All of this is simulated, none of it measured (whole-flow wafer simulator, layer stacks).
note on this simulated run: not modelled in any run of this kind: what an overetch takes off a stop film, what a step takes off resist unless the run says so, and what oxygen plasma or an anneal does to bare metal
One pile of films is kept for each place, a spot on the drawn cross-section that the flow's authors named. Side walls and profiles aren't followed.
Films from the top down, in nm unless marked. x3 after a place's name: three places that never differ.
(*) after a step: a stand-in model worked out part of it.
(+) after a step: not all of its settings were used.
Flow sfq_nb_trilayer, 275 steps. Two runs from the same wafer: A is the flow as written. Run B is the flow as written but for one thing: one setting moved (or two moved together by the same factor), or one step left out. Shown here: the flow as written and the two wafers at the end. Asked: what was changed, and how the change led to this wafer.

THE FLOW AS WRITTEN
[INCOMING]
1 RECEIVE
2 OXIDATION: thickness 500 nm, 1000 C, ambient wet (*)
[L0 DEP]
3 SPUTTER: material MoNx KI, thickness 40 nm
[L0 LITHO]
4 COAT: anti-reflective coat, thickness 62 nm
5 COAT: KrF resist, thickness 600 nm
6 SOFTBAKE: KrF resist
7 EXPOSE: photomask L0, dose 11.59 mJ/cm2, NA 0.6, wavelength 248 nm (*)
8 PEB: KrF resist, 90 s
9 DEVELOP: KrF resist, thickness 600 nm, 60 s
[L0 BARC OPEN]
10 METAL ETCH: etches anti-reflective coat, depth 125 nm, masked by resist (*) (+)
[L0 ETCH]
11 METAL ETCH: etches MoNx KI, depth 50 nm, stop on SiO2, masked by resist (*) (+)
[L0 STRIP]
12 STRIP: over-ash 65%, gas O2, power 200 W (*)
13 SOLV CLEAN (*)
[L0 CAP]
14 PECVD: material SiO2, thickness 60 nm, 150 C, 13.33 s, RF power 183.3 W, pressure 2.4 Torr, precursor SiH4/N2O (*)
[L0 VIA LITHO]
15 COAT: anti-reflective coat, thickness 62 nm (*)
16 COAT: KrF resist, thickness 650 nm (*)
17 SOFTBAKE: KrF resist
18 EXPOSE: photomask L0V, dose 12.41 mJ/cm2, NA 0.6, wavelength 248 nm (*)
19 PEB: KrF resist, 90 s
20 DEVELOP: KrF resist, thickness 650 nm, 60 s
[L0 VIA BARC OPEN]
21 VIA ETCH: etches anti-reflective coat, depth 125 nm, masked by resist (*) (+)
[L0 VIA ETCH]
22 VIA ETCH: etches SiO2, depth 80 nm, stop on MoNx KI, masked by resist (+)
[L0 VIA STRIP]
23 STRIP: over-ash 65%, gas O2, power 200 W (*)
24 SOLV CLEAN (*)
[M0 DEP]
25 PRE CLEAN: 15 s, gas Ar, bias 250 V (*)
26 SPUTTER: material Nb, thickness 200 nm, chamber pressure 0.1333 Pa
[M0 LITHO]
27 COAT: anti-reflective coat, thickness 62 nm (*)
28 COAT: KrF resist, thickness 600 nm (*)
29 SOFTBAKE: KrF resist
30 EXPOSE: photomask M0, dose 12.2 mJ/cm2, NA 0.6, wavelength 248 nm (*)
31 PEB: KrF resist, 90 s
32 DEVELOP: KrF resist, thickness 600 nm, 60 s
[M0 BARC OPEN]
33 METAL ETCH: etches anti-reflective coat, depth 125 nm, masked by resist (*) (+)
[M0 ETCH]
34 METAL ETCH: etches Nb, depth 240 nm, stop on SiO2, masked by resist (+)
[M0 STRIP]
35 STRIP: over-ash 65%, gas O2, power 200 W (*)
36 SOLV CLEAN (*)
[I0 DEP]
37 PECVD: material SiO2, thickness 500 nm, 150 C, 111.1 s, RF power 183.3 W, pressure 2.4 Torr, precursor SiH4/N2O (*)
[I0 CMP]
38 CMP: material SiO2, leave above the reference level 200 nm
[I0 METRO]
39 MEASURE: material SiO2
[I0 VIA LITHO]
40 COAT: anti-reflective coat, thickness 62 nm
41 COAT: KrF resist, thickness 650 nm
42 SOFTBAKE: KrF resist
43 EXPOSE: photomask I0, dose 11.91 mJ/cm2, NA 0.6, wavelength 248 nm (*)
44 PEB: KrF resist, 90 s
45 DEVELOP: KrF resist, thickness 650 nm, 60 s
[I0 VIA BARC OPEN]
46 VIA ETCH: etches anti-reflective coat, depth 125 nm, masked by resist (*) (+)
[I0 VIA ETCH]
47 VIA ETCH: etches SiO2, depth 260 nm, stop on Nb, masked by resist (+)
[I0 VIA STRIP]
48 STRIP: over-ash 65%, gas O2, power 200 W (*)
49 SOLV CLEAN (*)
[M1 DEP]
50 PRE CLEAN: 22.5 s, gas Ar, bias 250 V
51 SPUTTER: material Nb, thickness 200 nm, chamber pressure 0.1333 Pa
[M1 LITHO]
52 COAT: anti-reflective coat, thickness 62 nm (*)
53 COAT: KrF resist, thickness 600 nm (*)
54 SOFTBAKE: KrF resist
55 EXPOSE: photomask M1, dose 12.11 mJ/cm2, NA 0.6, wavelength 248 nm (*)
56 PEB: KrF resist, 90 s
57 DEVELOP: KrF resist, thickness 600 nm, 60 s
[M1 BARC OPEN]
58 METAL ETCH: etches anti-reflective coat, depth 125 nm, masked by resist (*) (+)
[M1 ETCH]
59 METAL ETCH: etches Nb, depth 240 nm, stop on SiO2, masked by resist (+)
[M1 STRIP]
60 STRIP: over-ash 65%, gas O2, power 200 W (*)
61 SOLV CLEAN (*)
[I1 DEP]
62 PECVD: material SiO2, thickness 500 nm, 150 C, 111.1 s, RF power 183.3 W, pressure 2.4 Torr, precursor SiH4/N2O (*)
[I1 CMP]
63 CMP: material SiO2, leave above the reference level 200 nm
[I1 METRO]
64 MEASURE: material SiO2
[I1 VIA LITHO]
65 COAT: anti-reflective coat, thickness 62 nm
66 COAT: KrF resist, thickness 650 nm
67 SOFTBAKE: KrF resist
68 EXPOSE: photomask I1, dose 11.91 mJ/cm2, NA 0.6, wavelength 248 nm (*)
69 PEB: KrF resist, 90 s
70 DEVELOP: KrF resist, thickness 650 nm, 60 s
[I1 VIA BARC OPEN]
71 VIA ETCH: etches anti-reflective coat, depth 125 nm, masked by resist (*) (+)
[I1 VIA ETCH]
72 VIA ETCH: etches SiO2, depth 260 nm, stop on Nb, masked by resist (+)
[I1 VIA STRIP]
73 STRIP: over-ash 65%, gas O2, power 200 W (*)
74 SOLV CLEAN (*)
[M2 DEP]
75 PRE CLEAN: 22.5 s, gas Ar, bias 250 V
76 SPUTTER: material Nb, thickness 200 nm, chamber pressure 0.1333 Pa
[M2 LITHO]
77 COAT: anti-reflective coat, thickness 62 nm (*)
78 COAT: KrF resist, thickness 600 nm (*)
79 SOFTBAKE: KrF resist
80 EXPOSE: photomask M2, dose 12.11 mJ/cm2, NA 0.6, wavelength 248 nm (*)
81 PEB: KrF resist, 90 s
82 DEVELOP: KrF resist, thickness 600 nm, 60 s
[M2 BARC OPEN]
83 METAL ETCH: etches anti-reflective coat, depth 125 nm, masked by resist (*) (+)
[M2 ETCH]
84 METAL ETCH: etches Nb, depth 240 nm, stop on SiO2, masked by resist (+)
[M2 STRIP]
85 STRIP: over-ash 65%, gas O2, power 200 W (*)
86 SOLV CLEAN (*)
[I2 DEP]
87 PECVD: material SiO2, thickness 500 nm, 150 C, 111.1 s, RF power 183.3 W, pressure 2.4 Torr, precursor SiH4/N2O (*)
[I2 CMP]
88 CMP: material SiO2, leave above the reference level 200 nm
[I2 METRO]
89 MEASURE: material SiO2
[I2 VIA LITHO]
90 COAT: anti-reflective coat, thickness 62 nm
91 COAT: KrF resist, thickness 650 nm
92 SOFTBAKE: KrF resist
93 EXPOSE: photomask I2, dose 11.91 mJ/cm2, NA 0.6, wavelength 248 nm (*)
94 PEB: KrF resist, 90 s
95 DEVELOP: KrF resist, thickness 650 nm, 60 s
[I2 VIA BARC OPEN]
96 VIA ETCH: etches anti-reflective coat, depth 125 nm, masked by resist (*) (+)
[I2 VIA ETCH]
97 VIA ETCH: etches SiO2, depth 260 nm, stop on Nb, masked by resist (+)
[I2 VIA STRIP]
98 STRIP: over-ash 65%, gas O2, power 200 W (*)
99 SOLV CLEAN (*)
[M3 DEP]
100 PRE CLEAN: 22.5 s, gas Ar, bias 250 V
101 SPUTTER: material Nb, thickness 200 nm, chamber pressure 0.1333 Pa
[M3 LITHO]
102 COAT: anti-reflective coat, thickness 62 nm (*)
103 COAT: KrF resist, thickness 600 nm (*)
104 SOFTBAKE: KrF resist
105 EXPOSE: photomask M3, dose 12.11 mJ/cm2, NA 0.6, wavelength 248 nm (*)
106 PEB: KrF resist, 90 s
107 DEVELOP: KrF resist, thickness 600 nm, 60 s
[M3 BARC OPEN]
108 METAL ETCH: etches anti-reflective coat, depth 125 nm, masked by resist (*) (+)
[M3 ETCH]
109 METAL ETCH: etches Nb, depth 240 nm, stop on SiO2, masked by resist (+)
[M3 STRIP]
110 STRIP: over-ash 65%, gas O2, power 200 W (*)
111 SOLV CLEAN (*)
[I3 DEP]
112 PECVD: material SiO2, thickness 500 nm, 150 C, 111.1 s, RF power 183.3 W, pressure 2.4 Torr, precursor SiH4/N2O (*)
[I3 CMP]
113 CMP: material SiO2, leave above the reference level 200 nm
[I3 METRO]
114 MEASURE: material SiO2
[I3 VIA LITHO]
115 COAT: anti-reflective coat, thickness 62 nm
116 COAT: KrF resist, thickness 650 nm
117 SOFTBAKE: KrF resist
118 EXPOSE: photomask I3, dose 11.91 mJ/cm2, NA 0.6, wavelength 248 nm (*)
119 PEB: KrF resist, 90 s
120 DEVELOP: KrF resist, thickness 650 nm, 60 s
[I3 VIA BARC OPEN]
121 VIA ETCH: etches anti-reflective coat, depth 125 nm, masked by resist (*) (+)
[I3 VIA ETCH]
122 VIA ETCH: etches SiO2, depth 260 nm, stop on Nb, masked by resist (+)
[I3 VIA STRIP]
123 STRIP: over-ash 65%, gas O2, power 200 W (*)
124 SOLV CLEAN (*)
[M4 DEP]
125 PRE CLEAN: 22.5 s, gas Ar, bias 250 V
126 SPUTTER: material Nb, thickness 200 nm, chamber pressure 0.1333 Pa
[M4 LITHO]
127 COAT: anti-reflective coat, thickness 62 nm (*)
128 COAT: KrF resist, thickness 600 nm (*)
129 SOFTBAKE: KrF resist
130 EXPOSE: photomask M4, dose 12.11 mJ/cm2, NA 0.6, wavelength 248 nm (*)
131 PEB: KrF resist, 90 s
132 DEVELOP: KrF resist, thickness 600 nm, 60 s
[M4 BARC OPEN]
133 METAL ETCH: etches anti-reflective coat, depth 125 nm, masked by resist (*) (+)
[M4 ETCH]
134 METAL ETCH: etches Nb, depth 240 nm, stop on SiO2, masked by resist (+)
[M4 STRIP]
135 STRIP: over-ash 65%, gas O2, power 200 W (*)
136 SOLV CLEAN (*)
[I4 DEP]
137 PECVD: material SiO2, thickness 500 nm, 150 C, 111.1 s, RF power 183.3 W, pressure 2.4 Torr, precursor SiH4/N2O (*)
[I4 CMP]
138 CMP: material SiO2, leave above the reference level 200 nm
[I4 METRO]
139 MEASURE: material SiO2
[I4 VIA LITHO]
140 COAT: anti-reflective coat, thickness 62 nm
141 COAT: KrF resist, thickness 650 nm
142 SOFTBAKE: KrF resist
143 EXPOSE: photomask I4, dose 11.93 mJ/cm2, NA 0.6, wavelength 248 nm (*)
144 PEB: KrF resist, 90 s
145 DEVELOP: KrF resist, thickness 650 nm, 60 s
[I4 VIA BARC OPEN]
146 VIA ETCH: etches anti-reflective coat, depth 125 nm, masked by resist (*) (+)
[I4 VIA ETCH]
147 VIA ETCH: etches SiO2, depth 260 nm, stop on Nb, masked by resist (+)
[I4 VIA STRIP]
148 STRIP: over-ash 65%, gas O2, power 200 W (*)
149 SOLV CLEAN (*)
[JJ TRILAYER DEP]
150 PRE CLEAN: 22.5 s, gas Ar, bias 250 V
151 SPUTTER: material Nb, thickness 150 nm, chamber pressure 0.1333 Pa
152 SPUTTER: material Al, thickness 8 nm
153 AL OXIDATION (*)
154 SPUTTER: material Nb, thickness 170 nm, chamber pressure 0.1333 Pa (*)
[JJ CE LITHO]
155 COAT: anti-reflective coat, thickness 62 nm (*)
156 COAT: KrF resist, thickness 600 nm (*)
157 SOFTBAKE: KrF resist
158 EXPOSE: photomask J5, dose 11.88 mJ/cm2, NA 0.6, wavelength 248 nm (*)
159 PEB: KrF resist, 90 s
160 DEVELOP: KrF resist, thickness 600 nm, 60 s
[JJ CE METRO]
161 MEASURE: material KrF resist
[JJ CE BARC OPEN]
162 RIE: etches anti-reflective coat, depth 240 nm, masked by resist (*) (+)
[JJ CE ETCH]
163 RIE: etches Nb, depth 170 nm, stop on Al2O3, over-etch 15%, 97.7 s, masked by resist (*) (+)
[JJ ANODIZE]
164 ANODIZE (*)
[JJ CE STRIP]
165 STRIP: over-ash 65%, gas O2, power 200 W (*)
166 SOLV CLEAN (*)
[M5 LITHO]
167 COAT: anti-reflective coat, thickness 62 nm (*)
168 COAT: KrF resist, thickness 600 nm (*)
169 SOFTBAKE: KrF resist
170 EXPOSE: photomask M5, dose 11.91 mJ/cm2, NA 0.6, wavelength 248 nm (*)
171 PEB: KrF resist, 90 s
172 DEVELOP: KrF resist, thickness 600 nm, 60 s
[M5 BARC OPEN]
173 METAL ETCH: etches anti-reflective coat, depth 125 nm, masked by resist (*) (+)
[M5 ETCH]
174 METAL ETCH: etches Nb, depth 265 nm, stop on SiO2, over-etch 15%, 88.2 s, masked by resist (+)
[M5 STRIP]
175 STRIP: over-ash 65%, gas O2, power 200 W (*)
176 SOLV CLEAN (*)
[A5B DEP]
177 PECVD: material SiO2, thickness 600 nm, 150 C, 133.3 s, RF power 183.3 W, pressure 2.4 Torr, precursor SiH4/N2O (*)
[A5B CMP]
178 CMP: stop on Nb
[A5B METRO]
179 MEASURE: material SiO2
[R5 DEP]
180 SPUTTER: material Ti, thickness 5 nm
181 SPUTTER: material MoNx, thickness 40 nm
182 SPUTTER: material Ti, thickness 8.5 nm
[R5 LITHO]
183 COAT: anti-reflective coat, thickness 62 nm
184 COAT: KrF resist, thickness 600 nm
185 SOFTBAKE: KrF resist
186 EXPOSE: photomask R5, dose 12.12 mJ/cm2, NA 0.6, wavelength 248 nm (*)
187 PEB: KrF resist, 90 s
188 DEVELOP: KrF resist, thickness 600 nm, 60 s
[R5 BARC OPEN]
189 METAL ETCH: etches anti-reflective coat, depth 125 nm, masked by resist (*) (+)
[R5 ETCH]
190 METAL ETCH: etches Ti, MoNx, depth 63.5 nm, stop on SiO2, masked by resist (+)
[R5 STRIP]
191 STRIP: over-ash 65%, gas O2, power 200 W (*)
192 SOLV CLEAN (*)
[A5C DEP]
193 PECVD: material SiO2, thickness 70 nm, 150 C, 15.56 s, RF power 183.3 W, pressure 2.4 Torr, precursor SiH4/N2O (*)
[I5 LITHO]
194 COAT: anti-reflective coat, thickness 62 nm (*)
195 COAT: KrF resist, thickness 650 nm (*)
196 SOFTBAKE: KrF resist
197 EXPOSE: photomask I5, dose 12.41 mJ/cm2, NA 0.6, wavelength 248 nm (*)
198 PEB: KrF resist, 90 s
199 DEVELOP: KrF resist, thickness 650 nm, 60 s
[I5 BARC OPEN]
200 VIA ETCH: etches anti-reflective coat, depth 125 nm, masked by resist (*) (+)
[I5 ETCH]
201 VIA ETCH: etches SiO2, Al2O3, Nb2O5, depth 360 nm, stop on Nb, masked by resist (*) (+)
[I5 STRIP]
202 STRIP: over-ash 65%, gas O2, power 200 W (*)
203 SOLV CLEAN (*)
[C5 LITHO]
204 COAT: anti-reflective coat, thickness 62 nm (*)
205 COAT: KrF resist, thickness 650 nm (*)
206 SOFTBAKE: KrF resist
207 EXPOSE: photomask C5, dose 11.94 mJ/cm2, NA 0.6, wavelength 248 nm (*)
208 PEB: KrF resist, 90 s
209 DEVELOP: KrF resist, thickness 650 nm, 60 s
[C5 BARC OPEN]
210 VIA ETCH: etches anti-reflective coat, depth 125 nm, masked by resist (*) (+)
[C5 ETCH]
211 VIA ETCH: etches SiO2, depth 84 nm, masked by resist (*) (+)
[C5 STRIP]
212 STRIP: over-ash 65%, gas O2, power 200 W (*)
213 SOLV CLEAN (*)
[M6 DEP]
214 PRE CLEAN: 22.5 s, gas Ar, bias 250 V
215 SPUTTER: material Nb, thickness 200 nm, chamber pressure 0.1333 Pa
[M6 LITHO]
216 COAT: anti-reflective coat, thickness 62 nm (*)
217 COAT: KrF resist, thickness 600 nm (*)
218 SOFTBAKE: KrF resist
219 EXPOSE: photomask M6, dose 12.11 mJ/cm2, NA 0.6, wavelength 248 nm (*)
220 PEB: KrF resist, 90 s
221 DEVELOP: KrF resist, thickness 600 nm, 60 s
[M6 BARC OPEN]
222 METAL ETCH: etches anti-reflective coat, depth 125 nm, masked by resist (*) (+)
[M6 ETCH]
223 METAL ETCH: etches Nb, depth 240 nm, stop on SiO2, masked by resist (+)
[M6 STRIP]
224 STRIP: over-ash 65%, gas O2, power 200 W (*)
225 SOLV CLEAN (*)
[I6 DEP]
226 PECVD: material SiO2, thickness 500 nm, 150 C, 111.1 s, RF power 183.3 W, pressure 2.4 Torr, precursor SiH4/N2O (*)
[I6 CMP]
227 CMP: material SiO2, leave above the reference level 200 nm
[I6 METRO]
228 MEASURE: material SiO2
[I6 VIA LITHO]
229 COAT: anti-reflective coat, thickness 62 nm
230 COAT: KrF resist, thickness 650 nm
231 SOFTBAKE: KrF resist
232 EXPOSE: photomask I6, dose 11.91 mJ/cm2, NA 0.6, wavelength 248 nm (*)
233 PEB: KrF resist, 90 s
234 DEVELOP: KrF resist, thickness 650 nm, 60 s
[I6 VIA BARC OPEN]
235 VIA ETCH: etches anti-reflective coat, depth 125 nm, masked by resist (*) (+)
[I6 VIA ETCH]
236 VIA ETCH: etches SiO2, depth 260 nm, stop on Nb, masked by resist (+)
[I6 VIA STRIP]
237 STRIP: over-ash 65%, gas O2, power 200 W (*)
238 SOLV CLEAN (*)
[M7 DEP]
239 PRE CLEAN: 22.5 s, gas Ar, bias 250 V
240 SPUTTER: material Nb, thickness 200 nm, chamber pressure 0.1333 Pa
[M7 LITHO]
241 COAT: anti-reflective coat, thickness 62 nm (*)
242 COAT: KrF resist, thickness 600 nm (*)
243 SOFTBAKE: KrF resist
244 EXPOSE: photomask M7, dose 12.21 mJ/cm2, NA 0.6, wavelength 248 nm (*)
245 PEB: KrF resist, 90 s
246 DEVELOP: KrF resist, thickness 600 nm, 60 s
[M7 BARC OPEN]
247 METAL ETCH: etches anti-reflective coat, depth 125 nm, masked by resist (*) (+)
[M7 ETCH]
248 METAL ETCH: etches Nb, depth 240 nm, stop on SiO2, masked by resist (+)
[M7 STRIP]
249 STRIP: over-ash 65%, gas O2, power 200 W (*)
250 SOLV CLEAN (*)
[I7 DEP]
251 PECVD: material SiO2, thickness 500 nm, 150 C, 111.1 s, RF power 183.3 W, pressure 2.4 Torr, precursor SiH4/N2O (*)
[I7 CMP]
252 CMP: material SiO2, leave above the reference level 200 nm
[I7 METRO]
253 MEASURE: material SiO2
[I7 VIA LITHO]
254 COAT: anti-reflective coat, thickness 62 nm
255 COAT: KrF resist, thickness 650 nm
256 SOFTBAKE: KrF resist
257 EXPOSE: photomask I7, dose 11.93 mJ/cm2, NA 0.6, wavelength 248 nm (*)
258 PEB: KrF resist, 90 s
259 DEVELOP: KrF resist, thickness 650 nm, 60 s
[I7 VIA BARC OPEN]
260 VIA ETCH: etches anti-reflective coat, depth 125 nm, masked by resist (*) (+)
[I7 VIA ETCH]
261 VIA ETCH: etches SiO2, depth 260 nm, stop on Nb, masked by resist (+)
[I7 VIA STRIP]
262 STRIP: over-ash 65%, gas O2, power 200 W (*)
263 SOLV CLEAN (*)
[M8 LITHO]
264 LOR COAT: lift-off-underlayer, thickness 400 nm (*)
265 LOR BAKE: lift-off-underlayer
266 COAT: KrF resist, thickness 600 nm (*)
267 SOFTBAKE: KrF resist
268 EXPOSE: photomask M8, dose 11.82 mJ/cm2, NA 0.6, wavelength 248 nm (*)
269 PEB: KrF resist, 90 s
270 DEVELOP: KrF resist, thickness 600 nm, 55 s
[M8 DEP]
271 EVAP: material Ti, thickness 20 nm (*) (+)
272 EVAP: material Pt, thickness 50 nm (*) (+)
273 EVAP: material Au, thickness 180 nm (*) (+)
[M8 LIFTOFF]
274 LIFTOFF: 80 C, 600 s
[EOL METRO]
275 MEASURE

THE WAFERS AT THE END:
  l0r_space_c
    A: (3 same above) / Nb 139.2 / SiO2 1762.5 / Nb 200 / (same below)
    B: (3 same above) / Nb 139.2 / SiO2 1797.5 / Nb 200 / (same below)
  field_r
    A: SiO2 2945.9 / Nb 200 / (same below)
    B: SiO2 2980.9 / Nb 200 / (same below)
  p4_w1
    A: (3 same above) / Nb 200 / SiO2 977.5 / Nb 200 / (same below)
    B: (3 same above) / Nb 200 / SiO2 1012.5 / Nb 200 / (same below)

The cause: step 88, CMP: leave above the reference level 235 nm was run, where the flow has leave above the reference level 200 nm.

How the change led to this, step by step:
  88 CMP: material SiO2, leave above the reference level 200 nm
      field_l, be, be_sur and 81 more: A SiO2 -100 | B SiO2 -65
      v_sur, via_wl, via_w and 18 more: A SiO2 -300 | B SiO2 -265
      (and at 1 more place)
  97 VIA ETCH: etches SiO2, depth 260 nm, stop on Nb, masked by resist (+)
      via_w: A SiO2 -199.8 (all of it) | B SiO2 -234.8 (all of it)
  101 SPUTTER: material Nb, thickness 200 nm, chamber pressure 0.1333 Pa
      via_w: A Nb +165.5 | B Nb +158.1
  102 COAT: anti-reflective coat, thickness 62 nm (*)
      via_wl, via_wr: A anti-reflective coat +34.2 (new film) | B anti-reflective coat +33.1 (new film)
      via_w: A anti-reflective coat +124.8 (new film) | B anti-reflective coat +132.2 (new film)
  103 COAT: KrF resist, thickness 600 nm (*)
      via_w: A KrF resist +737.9 (new film) | B KrF resist +767.1 (new film)
  110 STRIP: over-ash 65%, gas O2, power 200 W (*)
      via_wl, via_wr: A KrF resist -384.2 (all of it), anti-reflective coat -34.2 (all of it) | B KrF resist -380.7 (all of it), anti-reflective coat -33.1 (all of it)
      via_w: A KrF resist -520 (all of it), anti-reflective coat -124.8 (all of it) | B KrF resist -549.1 (all of it), anti-reflective coat -132.2 (all of it)
  112 PECVD: material SiO2, thickness 500 nm, 150 C, 111.1 s, RF power 183.3 W, pressure 2.4 Torr, precursor SiH4/N2O (*)
      via_w: A SiO2 +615 (new film) | B SiO2 +657.5 (new film)
